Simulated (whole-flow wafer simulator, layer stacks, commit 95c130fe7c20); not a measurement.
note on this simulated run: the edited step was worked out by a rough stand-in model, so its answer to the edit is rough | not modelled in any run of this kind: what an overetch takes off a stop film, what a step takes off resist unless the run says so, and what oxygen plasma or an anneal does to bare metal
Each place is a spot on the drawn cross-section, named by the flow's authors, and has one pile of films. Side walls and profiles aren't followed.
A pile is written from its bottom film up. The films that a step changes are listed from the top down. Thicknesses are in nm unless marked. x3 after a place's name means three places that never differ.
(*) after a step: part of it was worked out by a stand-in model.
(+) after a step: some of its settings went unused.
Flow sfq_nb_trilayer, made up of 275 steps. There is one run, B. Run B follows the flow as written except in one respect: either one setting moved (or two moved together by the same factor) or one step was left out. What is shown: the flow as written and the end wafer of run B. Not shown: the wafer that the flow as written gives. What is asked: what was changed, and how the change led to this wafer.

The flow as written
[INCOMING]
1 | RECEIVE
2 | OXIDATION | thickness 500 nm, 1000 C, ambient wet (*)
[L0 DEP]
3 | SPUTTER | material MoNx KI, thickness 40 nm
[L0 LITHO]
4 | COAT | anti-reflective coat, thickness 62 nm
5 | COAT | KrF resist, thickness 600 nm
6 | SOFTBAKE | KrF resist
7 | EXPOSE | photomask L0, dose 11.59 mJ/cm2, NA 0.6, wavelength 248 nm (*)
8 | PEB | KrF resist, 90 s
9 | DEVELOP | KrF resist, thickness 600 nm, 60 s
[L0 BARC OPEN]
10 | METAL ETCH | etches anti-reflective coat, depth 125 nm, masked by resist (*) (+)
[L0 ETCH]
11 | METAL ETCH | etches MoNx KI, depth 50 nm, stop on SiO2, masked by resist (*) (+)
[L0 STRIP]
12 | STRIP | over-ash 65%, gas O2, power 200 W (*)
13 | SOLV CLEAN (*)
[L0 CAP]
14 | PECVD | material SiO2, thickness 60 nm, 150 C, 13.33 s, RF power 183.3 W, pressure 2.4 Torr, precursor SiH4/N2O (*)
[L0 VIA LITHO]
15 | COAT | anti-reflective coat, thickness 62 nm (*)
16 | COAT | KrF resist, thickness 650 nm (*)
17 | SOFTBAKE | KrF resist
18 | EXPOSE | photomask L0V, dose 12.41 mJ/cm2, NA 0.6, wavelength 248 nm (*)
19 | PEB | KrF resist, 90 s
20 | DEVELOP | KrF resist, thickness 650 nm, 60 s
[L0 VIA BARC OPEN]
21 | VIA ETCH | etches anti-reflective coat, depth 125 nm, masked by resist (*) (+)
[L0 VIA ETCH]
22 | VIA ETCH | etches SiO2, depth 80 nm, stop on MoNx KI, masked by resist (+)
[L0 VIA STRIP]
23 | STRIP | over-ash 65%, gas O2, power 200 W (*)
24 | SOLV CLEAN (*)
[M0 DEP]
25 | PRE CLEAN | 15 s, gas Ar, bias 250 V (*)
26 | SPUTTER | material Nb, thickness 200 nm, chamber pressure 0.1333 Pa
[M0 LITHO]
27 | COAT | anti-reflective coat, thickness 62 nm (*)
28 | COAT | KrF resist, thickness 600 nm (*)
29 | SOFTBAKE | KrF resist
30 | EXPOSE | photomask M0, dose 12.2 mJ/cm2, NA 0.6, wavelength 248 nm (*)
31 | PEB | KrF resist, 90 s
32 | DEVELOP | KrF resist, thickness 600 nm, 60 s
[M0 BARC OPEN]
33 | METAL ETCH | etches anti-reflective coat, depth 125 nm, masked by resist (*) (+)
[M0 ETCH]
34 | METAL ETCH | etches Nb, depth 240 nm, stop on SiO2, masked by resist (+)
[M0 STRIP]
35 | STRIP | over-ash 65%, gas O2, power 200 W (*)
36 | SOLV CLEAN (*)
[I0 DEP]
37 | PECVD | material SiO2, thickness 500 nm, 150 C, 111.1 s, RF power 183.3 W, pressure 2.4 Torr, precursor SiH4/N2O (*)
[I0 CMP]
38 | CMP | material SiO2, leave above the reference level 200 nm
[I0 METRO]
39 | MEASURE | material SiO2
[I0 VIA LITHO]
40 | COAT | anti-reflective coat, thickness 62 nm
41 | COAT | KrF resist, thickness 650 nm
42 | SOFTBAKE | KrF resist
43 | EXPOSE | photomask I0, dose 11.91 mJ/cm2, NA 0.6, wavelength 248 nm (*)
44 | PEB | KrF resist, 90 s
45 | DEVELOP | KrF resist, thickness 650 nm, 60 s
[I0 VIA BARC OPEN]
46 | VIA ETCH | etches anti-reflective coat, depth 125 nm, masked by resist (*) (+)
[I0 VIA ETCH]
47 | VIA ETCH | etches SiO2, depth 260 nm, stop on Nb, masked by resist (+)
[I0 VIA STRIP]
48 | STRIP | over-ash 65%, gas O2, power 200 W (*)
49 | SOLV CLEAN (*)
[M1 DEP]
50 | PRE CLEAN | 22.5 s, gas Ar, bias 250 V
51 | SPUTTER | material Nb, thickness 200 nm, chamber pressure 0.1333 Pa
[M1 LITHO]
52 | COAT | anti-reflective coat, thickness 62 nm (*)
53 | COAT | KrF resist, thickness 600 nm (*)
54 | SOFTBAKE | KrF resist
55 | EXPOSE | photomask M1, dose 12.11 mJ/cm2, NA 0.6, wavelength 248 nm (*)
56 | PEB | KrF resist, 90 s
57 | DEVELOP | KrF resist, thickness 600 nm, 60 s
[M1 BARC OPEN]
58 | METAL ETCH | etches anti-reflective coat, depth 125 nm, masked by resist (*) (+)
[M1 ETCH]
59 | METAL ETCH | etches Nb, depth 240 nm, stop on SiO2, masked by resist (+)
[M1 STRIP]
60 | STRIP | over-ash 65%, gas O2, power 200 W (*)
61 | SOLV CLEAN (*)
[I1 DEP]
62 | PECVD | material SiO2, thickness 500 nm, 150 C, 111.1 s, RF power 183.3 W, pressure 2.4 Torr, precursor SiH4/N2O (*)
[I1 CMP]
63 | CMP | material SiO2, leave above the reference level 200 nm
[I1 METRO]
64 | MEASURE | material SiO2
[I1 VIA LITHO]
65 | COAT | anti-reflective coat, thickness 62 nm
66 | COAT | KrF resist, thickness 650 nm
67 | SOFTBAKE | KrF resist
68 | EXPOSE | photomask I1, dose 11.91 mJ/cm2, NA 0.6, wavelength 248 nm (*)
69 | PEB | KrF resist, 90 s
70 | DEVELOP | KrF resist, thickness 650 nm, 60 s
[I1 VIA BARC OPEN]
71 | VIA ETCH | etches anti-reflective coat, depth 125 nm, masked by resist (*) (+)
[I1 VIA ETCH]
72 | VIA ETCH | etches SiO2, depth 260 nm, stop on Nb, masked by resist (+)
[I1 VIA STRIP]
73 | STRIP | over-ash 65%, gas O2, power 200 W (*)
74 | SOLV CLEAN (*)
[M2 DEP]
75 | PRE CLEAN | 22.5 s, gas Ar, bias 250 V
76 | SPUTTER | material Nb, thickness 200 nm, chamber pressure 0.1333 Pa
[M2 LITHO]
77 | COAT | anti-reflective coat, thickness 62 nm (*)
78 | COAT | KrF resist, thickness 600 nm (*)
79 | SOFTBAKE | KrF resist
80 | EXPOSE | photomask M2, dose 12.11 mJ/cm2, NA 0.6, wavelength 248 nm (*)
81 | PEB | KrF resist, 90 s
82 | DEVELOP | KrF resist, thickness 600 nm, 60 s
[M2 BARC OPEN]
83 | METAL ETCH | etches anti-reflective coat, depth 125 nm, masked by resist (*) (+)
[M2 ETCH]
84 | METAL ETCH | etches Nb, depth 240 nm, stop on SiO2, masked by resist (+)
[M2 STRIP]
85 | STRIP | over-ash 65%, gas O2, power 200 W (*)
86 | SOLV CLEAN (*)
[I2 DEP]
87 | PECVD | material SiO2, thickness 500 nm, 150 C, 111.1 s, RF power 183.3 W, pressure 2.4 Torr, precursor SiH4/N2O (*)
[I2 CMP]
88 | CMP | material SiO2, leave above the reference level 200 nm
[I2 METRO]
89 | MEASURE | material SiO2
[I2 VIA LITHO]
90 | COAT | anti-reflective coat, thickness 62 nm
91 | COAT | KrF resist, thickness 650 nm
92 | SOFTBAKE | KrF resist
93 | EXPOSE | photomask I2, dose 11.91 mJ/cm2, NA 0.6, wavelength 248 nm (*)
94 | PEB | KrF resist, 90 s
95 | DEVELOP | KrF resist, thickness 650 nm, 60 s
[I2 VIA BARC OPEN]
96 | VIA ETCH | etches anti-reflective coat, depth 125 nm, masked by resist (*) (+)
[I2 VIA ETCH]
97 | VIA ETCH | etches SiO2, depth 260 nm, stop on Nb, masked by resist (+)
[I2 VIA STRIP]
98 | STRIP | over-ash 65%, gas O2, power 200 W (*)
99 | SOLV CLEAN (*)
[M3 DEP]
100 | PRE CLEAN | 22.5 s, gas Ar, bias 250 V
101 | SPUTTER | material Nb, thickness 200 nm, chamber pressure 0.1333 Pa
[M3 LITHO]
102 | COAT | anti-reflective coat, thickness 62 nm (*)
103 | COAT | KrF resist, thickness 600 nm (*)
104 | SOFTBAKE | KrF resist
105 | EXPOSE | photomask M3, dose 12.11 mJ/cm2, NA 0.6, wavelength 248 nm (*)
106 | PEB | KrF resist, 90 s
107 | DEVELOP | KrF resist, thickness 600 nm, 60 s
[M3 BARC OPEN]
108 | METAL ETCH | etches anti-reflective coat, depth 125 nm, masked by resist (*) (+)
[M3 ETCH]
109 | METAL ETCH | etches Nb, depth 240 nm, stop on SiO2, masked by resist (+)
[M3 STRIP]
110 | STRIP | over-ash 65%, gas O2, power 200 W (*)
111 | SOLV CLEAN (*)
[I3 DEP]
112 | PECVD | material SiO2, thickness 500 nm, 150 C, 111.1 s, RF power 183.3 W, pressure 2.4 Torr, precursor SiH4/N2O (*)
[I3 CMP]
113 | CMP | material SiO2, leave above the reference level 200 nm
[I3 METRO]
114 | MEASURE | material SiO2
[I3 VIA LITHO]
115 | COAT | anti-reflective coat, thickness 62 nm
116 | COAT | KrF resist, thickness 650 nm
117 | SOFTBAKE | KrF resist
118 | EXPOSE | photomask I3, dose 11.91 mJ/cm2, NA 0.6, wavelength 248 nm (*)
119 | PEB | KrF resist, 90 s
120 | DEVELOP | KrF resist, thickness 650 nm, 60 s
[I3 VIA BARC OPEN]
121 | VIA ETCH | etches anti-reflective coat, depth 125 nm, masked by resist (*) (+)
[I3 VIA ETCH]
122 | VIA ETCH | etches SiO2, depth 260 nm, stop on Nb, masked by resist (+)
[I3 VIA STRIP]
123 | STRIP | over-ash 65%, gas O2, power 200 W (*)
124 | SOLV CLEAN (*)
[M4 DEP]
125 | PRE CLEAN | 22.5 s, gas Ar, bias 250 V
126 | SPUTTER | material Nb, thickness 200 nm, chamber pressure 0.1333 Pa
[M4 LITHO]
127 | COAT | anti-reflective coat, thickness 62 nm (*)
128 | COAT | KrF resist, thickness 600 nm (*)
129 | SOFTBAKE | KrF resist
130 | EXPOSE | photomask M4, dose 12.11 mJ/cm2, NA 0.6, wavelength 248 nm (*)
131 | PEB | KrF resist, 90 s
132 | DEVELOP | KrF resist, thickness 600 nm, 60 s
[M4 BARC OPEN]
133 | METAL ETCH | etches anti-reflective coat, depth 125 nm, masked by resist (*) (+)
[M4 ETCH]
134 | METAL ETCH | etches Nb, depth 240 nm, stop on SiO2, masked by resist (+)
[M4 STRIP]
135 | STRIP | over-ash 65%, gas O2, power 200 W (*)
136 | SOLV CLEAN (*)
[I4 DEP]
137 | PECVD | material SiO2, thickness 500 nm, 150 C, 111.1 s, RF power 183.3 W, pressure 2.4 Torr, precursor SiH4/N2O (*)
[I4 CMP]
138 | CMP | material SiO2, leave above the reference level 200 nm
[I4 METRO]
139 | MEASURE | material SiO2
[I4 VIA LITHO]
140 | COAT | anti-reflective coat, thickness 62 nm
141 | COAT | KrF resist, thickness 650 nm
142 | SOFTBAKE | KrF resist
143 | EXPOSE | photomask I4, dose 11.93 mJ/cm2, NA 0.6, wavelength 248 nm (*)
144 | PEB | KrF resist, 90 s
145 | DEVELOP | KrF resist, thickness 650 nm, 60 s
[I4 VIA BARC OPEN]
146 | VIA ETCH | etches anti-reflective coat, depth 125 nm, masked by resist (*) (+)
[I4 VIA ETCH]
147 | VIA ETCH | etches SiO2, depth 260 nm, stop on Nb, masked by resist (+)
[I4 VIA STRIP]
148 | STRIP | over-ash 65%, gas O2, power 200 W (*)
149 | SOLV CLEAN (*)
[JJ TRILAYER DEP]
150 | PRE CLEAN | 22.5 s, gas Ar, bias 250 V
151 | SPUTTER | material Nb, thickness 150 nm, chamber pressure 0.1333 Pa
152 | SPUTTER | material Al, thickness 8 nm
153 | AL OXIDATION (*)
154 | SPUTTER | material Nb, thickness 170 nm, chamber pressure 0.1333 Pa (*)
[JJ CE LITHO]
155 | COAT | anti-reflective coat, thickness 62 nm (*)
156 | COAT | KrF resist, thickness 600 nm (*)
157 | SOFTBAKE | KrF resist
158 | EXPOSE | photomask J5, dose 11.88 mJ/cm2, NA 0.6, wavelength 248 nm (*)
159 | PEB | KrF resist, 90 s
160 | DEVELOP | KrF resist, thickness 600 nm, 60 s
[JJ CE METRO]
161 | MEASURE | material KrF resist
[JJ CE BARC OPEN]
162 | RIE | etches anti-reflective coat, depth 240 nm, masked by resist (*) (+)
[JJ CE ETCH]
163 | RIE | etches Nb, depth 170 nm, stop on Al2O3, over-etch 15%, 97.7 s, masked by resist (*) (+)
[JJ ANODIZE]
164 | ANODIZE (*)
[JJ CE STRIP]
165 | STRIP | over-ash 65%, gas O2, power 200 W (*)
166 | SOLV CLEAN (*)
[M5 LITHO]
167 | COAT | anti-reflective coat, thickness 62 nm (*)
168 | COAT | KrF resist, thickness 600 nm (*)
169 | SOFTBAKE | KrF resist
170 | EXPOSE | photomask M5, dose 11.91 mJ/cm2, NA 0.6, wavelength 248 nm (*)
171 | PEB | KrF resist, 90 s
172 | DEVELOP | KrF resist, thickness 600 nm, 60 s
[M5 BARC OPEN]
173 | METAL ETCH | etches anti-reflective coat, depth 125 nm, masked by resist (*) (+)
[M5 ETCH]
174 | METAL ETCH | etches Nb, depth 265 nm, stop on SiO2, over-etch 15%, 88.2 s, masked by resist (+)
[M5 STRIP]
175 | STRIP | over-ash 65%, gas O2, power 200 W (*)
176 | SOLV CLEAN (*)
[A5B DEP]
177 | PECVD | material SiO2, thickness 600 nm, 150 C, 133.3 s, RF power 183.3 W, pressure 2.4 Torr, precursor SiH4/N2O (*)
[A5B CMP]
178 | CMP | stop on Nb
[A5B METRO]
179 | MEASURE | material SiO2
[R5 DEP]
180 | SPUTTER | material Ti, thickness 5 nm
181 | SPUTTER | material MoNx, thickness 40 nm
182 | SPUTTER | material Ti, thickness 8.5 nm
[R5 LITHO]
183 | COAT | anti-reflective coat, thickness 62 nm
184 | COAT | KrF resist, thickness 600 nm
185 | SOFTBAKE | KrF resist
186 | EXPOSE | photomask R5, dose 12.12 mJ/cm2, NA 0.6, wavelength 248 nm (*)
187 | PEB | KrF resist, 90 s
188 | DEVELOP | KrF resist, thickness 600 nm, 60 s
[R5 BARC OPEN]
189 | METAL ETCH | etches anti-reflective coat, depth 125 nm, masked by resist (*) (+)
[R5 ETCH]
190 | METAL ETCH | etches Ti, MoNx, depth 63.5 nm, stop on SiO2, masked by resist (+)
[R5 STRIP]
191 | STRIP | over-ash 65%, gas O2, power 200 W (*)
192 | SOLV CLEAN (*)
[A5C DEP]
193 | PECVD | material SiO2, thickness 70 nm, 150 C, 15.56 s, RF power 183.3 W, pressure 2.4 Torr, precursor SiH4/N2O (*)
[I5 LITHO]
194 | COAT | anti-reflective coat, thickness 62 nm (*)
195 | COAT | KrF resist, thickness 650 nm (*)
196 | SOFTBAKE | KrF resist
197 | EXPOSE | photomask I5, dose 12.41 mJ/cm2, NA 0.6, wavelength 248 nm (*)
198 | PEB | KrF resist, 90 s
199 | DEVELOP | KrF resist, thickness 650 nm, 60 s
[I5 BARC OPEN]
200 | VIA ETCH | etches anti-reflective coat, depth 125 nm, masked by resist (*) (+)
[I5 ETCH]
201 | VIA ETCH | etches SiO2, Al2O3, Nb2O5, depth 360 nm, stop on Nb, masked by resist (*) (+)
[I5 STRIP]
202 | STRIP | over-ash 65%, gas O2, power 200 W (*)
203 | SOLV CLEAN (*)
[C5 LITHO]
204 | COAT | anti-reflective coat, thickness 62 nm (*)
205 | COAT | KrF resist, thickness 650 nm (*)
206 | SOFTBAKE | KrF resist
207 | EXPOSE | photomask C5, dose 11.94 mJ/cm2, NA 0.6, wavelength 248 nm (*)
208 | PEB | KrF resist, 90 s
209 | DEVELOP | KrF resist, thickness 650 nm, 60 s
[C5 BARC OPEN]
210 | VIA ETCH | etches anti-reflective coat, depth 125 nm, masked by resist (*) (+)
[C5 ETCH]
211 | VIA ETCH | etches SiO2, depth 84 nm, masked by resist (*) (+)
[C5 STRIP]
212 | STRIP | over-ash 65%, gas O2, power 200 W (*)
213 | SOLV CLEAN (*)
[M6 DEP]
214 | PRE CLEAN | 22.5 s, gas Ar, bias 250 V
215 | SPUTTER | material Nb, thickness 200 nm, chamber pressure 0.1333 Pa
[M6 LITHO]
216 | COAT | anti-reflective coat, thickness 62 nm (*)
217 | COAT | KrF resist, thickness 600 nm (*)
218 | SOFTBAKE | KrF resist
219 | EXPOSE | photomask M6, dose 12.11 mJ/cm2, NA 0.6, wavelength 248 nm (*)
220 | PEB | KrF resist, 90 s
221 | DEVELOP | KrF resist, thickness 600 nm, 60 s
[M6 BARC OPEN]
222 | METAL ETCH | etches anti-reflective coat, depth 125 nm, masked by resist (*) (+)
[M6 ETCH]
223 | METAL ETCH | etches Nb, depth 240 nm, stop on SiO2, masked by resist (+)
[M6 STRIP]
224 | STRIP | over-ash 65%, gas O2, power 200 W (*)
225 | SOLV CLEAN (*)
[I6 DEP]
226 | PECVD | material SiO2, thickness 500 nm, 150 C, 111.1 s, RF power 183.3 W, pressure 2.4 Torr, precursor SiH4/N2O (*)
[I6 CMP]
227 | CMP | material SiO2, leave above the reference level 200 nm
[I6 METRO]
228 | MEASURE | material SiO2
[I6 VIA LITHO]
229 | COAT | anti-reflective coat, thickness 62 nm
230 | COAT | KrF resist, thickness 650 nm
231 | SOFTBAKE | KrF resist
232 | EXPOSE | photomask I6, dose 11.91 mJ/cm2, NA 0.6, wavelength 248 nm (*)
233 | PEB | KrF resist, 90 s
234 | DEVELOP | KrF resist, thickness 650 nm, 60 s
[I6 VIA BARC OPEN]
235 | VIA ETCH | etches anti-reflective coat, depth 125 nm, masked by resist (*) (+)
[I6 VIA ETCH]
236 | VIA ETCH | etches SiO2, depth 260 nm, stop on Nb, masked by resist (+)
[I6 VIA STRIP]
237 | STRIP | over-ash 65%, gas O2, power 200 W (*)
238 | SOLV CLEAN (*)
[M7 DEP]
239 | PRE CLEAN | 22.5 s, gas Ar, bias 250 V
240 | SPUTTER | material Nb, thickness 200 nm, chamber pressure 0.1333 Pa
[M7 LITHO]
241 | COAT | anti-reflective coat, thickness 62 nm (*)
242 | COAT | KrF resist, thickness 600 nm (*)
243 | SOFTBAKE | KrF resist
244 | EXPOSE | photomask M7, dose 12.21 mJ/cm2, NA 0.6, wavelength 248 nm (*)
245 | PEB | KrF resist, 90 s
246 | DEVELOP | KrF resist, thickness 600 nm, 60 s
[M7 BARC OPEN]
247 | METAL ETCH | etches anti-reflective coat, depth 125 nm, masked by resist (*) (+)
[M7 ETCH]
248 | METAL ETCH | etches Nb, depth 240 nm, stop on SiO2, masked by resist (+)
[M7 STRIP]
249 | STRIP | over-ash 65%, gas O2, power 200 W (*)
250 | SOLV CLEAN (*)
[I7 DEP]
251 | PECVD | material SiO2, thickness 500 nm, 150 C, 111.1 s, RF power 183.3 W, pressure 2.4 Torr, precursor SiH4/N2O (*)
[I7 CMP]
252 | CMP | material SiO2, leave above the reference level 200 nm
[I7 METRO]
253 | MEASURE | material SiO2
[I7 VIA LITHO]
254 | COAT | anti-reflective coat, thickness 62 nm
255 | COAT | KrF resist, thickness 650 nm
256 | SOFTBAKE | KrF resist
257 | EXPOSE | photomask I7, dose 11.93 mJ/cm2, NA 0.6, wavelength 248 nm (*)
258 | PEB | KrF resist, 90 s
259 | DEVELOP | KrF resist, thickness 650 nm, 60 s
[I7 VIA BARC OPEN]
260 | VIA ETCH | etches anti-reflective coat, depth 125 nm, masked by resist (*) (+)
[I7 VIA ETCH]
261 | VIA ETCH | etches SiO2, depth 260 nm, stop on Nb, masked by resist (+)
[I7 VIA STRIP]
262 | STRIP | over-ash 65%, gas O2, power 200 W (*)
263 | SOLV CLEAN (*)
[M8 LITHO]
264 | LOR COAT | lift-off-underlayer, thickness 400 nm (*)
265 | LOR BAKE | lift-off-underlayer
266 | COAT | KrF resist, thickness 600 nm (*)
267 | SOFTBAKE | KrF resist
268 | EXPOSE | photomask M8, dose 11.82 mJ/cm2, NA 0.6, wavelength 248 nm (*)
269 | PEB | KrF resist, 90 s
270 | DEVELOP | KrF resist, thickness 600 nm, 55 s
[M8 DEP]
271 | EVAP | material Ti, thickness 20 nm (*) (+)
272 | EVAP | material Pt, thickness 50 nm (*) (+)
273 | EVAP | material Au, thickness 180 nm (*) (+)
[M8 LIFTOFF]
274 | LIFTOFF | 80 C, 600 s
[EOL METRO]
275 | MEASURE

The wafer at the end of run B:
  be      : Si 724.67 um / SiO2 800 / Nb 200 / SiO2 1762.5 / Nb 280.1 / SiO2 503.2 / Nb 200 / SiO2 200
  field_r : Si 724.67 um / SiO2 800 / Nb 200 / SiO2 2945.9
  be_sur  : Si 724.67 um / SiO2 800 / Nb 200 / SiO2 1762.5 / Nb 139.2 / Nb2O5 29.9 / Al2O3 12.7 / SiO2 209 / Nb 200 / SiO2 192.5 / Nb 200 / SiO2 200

What caused this: step 2, OXIDATION: thickness 745 nm was run, though the flow has thickness 500 nm.

How this came from the change, step by step:
  2 | OXIDATION | thickness 500 nm, 1000 C, ambient wet (*)
      field_l, v_sur, via_wl and 103 more: SiO2 gains 745 (new film), chemical SiO2 loses 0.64 (all of it), Si loses 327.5 (it would be, as written: SiO2 gains 500 (new film), chemical SiO2 loses 0.64 (all of it), Si loses 219.7)
